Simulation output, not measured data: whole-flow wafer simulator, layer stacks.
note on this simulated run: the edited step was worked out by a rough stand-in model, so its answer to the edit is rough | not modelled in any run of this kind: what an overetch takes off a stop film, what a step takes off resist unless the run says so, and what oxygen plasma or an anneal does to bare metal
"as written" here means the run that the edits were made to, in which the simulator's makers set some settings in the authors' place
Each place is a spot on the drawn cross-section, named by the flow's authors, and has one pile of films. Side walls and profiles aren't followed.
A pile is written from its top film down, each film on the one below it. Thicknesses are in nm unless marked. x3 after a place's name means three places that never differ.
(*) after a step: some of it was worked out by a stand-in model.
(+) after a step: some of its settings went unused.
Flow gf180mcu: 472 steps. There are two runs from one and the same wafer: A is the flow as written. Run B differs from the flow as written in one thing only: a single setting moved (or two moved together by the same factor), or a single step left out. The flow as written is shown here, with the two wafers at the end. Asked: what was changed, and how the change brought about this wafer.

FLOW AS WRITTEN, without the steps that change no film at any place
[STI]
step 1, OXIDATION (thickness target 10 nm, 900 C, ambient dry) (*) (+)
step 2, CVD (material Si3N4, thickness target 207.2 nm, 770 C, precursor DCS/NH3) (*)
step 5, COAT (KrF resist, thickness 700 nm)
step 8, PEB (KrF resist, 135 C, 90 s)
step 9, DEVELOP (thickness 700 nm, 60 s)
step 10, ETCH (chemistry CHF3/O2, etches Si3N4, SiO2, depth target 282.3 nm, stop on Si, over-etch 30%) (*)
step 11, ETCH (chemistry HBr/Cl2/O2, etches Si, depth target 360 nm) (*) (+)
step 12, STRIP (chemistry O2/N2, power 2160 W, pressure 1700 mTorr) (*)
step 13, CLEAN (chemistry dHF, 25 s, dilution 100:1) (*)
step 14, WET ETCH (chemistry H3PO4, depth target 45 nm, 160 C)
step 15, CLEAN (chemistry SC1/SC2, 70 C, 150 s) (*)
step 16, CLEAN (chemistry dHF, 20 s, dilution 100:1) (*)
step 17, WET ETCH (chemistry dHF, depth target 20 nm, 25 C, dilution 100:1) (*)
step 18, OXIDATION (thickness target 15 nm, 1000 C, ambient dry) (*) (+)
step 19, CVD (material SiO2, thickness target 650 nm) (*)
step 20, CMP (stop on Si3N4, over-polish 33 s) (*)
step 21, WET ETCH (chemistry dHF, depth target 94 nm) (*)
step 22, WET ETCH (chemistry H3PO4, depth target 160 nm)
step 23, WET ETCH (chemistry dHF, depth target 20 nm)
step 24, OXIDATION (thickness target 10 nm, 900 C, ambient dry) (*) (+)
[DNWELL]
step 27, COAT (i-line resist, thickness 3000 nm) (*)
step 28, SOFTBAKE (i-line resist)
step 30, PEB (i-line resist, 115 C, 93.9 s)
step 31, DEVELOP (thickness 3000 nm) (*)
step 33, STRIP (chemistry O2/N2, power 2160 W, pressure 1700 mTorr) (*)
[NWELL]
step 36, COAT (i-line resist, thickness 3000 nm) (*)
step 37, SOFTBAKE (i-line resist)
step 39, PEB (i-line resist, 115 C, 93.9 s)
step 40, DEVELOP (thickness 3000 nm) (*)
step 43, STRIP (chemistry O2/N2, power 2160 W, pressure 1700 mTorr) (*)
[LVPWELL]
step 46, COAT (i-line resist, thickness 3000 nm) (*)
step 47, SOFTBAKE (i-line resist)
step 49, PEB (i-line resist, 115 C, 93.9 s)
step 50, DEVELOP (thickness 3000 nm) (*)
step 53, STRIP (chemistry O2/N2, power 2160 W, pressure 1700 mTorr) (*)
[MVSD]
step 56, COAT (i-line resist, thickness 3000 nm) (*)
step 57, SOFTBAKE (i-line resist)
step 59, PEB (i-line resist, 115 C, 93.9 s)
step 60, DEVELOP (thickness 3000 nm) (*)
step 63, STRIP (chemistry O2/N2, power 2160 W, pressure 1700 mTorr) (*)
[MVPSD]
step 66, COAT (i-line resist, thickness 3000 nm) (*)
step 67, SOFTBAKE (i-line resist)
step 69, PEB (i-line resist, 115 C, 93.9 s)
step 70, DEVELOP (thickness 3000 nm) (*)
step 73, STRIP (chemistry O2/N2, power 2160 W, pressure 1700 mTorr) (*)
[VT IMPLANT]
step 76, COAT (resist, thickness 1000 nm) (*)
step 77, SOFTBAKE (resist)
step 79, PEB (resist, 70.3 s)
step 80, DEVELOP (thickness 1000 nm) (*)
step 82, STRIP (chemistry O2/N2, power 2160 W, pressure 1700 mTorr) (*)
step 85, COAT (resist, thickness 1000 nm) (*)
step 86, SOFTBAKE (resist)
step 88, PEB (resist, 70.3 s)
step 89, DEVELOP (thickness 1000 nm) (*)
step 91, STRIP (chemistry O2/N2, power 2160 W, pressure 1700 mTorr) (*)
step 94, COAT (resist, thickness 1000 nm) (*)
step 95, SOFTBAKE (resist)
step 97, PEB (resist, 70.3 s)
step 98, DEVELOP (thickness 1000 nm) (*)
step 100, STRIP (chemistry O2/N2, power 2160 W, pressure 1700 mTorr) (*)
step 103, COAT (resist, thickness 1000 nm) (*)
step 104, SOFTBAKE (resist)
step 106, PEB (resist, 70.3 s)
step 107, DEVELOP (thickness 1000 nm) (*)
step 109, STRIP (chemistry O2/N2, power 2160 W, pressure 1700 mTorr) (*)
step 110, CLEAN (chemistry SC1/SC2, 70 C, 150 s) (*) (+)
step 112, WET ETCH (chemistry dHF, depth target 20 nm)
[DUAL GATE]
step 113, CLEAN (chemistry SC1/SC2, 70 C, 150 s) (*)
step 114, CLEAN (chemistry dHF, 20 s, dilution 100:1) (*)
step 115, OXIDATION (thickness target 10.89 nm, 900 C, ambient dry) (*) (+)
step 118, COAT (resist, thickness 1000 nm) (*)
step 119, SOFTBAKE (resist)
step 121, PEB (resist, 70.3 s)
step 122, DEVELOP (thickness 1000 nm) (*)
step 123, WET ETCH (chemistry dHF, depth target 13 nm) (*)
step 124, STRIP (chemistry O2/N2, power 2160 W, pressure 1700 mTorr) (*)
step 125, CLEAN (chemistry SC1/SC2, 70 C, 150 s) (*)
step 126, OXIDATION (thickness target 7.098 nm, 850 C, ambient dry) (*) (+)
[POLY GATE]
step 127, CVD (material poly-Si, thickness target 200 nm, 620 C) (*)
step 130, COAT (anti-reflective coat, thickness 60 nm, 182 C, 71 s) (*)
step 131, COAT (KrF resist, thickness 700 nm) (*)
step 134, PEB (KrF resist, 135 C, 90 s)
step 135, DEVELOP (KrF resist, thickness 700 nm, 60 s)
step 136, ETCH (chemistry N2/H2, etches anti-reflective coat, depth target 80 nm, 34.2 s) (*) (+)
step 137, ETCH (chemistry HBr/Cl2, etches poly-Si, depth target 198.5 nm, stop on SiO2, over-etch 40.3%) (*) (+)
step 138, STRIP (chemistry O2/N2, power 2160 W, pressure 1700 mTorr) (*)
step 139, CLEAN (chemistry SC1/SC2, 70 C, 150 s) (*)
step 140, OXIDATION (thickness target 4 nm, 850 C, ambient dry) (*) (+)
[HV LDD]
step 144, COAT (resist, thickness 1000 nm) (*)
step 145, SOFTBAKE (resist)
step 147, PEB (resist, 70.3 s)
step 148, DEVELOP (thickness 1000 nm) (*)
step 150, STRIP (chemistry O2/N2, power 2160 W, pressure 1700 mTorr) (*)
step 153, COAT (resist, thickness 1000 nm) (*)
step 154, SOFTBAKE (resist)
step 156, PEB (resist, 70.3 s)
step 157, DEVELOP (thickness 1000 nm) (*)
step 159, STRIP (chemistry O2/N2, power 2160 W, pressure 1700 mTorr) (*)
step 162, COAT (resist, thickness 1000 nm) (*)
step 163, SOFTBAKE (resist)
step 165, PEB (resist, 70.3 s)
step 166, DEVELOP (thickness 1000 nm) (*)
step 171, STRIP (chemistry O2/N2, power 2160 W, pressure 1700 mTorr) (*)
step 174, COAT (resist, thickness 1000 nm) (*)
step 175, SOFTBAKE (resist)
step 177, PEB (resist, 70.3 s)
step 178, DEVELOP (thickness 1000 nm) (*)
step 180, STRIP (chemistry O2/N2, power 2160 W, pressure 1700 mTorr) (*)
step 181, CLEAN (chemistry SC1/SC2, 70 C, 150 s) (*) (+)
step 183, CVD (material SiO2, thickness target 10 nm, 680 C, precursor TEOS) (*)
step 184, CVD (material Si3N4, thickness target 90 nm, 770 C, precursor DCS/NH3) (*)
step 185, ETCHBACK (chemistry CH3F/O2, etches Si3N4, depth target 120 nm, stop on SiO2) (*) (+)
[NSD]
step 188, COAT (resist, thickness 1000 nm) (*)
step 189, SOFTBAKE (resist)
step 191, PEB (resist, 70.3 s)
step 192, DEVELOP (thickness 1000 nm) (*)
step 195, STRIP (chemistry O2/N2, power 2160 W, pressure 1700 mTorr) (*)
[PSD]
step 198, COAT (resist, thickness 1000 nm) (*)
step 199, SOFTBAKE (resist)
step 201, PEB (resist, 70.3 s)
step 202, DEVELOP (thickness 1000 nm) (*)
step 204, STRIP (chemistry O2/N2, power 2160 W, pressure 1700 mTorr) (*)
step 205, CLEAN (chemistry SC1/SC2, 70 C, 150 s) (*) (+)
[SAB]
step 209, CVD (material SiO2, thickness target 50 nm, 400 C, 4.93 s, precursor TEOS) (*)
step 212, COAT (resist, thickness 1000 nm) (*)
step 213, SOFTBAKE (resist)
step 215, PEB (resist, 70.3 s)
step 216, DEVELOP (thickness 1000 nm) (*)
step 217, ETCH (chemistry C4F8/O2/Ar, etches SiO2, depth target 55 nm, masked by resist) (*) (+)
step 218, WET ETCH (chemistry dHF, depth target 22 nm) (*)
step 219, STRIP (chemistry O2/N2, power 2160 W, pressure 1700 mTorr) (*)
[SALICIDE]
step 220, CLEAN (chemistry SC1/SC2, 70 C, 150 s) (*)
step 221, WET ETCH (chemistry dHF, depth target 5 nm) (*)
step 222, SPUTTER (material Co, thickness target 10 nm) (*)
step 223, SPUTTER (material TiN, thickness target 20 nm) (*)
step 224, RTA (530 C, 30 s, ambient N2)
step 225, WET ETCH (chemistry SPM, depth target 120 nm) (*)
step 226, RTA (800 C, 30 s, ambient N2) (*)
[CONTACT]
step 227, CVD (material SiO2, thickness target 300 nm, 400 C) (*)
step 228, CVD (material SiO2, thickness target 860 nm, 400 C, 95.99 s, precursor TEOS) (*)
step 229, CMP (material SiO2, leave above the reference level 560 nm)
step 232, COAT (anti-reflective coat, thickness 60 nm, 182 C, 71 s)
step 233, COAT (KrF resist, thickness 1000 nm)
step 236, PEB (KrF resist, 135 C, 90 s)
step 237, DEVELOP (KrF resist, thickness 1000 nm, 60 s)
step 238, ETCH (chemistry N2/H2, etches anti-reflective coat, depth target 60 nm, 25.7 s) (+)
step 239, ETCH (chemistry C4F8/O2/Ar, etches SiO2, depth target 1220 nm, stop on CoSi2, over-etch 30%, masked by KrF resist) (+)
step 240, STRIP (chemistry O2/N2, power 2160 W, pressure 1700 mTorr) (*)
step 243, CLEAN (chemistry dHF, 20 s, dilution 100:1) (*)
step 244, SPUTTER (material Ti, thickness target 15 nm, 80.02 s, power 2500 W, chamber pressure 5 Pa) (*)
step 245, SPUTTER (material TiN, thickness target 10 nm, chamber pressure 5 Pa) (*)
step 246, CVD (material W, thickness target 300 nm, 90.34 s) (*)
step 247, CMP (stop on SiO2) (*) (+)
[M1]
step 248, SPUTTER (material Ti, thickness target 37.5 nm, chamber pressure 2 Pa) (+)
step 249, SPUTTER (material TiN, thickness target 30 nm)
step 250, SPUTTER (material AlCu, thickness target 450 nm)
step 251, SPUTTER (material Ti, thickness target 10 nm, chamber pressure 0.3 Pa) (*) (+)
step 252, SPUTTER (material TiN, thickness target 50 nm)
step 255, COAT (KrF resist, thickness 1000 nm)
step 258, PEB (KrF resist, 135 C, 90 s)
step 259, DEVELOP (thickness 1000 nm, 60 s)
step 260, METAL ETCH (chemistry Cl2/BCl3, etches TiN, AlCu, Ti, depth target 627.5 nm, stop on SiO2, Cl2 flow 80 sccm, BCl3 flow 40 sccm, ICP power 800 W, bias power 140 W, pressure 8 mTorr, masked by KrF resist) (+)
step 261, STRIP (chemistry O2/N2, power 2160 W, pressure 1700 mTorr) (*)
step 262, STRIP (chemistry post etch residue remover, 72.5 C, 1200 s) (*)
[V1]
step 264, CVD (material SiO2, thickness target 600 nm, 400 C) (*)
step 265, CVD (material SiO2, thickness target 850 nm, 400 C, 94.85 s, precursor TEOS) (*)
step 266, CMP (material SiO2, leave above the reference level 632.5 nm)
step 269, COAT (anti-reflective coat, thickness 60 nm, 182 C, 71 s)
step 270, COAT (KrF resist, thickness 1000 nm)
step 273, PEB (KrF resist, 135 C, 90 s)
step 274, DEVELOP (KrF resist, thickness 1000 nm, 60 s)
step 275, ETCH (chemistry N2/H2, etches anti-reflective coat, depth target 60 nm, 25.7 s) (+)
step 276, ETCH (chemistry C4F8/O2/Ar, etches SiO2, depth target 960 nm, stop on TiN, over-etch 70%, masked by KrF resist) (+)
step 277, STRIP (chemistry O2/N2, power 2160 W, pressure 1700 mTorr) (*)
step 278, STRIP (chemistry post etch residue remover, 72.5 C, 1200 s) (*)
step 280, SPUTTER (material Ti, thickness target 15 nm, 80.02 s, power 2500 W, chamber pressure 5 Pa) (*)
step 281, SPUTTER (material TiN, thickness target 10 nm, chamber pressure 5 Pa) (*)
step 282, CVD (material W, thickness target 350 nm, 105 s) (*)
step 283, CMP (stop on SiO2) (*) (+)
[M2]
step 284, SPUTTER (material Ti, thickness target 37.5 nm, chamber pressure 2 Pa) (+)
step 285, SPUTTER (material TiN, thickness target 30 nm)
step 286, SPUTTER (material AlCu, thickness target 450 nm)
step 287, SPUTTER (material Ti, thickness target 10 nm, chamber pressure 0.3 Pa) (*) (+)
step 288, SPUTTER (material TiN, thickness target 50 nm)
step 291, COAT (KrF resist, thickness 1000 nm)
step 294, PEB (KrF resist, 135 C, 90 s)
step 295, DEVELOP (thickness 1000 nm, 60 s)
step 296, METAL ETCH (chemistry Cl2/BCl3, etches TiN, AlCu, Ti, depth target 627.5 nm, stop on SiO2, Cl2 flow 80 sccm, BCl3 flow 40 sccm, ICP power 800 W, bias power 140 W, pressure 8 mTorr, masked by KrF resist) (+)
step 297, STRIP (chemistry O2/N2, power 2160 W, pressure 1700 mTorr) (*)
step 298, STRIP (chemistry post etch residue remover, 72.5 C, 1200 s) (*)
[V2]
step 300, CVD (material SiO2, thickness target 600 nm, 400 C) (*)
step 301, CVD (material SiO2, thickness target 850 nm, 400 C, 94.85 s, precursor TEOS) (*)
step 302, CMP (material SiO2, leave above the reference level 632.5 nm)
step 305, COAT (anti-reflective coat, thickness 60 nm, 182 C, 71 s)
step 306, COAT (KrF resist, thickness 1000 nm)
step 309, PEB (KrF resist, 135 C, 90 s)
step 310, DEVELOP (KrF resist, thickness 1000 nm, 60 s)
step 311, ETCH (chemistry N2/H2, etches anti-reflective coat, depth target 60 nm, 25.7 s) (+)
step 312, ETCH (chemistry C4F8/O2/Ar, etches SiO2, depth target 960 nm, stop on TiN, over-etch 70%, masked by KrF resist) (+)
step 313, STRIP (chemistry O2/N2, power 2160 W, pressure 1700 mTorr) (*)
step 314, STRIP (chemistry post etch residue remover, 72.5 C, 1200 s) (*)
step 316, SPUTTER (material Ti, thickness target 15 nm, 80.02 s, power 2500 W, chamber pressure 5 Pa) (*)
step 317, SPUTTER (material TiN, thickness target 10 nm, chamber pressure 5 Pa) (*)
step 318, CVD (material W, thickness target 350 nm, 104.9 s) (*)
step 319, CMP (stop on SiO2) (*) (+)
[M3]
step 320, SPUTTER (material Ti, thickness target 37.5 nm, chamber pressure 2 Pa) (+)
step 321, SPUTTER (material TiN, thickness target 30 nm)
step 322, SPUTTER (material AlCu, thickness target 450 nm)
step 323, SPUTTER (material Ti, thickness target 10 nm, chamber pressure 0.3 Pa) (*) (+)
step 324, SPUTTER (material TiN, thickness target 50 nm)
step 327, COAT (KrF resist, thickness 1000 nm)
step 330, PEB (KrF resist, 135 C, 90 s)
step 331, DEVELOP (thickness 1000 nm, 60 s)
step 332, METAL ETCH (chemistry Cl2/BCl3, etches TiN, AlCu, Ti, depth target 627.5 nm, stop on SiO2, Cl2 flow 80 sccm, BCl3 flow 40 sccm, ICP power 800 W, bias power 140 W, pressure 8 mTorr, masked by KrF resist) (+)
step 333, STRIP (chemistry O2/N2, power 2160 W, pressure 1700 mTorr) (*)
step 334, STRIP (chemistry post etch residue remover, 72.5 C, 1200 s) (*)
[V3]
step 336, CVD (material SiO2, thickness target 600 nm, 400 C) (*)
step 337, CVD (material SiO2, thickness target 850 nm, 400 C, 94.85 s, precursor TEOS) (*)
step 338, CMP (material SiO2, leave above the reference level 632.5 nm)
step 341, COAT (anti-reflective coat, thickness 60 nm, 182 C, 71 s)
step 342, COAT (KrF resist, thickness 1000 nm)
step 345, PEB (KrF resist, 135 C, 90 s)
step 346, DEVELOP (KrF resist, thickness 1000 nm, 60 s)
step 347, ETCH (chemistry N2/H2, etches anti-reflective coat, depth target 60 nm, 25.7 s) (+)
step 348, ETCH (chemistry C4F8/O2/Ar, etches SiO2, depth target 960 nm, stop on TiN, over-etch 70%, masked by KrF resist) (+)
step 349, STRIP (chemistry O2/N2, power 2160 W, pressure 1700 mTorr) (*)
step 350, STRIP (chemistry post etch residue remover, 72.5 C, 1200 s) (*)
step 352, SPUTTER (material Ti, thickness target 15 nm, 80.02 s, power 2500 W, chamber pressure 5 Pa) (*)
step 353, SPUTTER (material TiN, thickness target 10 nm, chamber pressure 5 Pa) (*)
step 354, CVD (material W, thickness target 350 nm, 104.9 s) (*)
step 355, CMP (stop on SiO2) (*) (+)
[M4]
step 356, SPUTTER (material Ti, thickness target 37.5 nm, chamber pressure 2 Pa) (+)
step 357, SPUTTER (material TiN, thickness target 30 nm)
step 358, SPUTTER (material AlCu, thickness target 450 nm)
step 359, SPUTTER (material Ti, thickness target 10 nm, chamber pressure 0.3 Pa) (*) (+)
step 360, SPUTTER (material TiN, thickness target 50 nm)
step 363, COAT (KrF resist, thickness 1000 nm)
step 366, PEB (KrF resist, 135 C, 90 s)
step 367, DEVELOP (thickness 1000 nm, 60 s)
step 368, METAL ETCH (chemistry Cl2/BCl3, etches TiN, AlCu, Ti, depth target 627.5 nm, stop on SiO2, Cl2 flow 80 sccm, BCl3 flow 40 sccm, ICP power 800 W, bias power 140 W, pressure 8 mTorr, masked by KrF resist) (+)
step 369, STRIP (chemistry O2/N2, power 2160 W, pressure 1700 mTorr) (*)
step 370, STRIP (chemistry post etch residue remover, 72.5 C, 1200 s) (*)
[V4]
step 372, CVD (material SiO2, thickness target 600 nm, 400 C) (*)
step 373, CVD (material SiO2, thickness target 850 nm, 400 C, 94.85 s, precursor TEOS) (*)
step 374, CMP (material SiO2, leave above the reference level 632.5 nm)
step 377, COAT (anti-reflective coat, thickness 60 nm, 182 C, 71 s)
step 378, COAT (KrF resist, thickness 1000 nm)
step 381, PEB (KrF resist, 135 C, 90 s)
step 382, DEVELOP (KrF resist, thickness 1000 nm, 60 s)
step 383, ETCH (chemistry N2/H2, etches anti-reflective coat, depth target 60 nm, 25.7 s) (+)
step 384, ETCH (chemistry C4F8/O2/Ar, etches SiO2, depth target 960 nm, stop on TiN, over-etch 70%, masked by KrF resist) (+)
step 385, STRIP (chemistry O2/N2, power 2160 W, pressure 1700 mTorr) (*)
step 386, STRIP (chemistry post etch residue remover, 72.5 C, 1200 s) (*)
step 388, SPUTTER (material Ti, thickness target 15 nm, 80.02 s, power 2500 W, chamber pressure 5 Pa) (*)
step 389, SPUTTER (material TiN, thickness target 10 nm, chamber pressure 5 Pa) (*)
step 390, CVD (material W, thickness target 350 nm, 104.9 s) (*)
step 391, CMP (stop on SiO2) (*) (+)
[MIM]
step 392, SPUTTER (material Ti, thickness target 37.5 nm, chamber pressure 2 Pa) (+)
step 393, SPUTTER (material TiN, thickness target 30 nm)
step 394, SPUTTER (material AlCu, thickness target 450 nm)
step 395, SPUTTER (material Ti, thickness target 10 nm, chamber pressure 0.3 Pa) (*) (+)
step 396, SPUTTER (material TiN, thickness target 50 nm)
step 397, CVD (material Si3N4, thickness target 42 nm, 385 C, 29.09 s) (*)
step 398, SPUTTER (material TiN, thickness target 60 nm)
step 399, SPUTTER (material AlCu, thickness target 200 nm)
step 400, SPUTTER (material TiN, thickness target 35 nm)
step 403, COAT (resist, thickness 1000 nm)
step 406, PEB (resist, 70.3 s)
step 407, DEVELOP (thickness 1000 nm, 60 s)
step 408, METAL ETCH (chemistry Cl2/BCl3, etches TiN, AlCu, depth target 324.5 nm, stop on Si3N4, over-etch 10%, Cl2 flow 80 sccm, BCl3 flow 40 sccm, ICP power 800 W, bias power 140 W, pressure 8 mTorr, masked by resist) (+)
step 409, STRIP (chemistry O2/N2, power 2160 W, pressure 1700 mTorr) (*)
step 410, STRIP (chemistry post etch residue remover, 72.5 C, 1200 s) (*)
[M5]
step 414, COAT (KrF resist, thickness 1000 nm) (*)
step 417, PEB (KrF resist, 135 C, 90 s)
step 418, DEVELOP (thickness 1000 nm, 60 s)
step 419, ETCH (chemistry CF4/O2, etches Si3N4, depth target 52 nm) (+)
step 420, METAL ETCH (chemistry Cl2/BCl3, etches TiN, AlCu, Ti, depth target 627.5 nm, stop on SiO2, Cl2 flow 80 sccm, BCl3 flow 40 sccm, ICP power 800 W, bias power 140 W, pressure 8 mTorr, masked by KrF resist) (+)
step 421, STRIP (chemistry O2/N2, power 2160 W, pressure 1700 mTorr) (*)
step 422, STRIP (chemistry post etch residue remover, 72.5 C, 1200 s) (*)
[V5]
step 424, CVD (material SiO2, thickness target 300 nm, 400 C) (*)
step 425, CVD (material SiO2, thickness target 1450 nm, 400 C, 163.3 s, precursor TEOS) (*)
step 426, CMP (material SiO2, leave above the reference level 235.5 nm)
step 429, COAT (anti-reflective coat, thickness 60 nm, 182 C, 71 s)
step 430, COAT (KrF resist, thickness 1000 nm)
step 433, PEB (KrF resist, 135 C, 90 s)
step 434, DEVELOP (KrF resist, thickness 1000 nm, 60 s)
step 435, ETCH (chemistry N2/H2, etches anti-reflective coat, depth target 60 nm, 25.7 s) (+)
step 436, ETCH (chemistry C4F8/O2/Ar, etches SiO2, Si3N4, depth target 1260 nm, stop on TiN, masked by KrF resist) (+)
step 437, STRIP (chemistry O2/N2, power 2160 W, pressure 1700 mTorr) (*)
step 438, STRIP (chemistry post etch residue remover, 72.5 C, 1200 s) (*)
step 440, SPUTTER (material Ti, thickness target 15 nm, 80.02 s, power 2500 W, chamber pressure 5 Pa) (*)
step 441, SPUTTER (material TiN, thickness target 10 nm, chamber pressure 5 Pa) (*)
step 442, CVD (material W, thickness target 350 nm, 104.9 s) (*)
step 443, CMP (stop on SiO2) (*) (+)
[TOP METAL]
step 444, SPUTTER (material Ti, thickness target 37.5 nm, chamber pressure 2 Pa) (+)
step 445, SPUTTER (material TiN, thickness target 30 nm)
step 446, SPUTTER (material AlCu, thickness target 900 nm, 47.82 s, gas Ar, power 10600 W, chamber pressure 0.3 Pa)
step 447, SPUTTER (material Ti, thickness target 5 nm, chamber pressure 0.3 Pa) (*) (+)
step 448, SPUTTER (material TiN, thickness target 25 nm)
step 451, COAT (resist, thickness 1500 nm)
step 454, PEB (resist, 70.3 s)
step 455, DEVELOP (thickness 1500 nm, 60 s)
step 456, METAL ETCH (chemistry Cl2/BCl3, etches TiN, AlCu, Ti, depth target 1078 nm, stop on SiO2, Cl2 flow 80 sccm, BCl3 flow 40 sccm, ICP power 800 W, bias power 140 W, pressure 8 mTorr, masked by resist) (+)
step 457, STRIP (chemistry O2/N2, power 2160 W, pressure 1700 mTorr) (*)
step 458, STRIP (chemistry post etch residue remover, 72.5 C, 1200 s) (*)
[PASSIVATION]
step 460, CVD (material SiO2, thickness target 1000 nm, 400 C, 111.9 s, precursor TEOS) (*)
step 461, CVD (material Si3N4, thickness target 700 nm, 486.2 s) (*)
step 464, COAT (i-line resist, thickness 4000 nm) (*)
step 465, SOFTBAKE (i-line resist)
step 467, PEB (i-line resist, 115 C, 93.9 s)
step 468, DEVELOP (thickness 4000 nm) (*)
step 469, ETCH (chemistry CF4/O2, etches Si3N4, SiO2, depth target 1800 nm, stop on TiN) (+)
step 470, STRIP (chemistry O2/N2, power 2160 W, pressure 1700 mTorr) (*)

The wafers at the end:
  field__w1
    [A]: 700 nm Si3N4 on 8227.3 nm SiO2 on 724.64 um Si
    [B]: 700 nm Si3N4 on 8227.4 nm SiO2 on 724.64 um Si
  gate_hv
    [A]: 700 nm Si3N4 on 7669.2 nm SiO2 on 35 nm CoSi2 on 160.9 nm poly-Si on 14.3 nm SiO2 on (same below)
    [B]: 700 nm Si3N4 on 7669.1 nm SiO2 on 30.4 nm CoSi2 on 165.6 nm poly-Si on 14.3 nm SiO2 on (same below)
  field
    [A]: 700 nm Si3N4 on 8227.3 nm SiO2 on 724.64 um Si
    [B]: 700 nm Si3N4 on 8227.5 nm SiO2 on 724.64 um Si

The reason: step 222, SPUTTER: thickness target 8.7 nm was run, whereas the flow has thickness target 10 nm.

The path from the change to this, step by step:
  step 222, SPUTTER (material Co, thickness target 10 nm) (*)
      field, field__w7, field__w8 and 71 more: A +10 Co (new film) | B +8.7 Co (new film)
      field__w2, mim: A +8.65 Co (new film) | B +7.53 Co (new film)
      (as well as at 35 more places)
  step 224, RTA (530 C, 30 s, ambient N2)
      gate, gate_hv, gate_p and 22 more: A under 1 film: +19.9 CoSi (new film), -10 Co (all of it), -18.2 poly-Si | B under 1 film: +17.3 CoSi (new film), -8.7 Co (all of it), -15.8 poly-Si
      active, p_well, sd_n and 11 more: A under 1 film: +19.9 CoSi (new film), -10 Co (all of it), -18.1 Si | B under 1 film: +17.3 CoSi (new film), -8.7 Co (all of it), -15.8 Si
      (as well as at 10 more places)
  step 225, WET ETCH (chemistry SPM, depth target 120 nm) (*)
      field, field__w7, field__w8 and 32 more: A -20 TiN (all of it), -10 Co (all of it) | B -20 TiN (all of it), -8.7 Co (all of it)
      field_sub__w3, nw_enc_fld_lv__w4: A -19.8 TiN (all of it), -9.91 Co (all of it) | B -19.8 TiN (all of it), -8.62 Co (all of it)
      (as well as at 25 more places)
  step 226, RTA (800 C, 30 s, ambient N2) (*)
      gate, gate_hv, gate_p and 22 more: A +35 CoSi2 (new film), -19.9 CoSi (all of it), -18.2 poly-Si | B +30.4 CoSi2 (new film), -17.3 CoSi (all of it), -15.8 poly-Si
      active, p_well, sd_n and 11 more: A +35 CoSi2 (new film), -19.9 CoSi (all of it), -18.1 Si | B +30.4 CoSi2 (new film), -17.3 CoSi (all of it), -15.8 Si
      (as well as at 10 more places)
